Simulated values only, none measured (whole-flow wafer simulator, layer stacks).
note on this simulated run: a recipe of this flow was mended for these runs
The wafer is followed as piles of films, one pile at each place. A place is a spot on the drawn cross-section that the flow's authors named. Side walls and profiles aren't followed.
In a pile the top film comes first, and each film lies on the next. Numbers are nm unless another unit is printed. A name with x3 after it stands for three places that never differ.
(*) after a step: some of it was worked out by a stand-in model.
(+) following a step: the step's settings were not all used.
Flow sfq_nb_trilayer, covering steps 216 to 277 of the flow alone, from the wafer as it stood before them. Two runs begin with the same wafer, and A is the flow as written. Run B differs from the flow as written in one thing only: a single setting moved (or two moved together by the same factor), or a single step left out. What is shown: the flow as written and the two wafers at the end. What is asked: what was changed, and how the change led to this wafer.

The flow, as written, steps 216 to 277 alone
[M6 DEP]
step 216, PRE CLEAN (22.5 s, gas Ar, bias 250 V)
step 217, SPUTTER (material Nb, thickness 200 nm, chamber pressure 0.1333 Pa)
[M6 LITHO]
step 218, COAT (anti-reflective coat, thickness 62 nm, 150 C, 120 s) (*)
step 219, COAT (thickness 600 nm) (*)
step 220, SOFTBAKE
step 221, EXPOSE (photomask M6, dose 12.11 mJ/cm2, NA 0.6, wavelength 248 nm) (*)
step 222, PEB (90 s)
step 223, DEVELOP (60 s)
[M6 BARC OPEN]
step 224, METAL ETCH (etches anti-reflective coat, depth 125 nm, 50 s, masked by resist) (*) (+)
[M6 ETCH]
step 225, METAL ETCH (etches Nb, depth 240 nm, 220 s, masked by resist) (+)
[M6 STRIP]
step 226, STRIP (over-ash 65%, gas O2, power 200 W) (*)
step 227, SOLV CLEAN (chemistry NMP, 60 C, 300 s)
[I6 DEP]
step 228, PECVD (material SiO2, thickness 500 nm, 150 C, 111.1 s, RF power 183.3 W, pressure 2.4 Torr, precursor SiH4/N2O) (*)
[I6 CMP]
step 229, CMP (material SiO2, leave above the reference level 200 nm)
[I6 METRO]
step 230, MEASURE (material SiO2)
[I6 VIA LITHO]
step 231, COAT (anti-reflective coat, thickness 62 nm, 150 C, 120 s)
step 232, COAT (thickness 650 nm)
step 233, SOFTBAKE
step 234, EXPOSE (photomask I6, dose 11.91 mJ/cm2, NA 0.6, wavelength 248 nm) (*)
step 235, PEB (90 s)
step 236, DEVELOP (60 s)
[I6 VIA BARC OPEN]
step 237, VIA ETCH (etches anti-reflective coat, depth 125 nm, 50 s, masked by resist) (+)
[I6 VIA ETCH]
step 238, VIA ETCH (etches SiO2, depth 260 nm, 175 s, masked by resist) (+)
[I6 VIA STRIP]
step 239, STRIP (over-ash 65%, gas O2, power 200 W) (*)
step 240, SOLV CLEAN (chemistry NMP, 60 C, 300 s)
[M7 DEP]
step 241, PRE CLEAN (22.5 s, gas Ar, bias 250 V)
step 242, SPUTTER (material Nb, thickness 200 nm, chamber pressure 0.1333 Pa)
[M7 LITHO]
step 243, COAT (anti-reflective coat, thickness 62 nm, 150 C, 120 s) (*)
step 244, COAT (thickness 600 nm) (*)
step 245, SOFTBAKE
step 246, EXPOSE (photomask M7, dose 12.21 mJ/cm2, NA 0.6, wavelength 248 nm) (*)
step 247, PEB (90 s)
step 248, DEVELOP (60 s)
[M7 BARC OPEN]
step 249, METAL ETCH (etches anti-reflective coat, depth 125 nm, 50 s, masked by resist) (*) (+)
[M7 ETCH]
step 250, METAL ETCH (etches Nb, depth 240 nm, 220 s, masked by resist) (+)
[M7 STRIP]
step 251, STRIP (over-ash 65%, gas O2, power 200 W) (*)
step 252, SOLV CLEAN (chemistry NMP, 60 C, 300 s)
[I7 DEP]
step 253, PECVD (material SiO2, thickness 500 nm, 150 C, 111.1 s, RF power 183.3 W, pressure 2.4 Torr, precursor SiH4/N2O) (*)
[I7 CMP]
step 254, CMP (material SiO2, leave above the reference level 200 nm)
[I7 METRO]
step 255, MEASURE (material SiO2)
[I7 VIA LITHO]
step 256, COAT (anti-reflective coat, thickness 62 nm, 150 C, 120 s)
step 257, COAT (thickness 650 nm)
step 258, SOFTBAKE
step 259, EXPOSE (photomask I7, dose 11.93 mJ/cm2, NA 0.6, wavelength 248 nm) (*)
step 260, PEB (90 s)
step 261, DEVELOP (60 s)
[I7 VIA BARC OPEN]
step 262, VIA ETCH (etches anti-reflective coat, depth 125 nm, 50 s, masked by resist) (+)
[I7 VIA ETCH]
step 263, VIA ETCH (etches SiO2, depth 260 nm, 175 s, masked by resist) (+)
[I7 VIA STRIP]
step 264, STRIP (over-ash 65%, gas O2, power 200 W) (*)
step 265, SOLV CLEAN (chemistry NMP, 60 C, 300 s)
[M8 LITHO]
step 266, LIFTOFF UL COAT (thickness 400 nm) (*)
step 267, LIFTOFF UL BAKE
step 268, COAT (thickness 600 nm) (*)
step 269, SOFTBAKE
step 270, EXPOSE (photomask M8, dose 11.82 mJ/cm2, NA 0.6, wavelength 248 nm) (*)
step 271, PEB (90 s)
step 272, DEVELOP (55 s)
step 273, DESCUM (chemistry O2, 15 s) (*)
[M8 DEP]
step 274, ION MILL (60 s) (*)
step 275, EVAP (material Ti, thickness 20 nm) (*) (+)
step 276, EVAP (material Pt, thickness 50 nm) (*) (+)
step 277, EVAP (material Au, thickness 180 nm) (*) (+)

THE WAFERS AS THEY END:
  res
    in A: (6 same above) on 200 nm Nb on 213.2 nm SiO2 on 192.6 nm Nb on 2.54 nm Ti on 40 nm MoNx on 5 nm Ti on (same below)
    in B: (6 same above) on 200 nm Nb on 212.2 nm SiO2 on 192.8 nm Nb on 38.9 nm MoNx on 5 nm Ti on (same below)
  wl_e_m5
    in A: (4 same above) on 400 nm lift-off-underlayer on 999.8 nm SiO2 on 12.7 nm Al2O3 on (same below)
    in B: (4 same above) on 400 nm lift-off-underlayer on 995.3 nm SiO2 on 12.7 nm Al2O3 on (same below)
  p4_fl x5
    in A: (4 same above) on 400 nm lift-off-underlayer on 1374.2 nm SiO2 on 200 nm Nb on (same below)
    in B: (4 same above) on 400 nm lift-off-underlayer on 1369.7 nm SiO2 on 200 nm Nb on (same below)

Cause: step 216, PRE CLEAN: 36 s was run, whereas the flow has 22.5 s.

The path from the change to this, step by step:
  step 216, PRE CLEAN (22.5 s, gas Ar, bias 250 V)
      res: A Ti loses 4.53 | B Ti loses 7.07 (all of it), MoNx loses 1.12
      field_l, v_sur, via_wl and 100 more: A SiO2 loses 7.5 | B SiO2 loses 12
      (and at 2 other places as well)
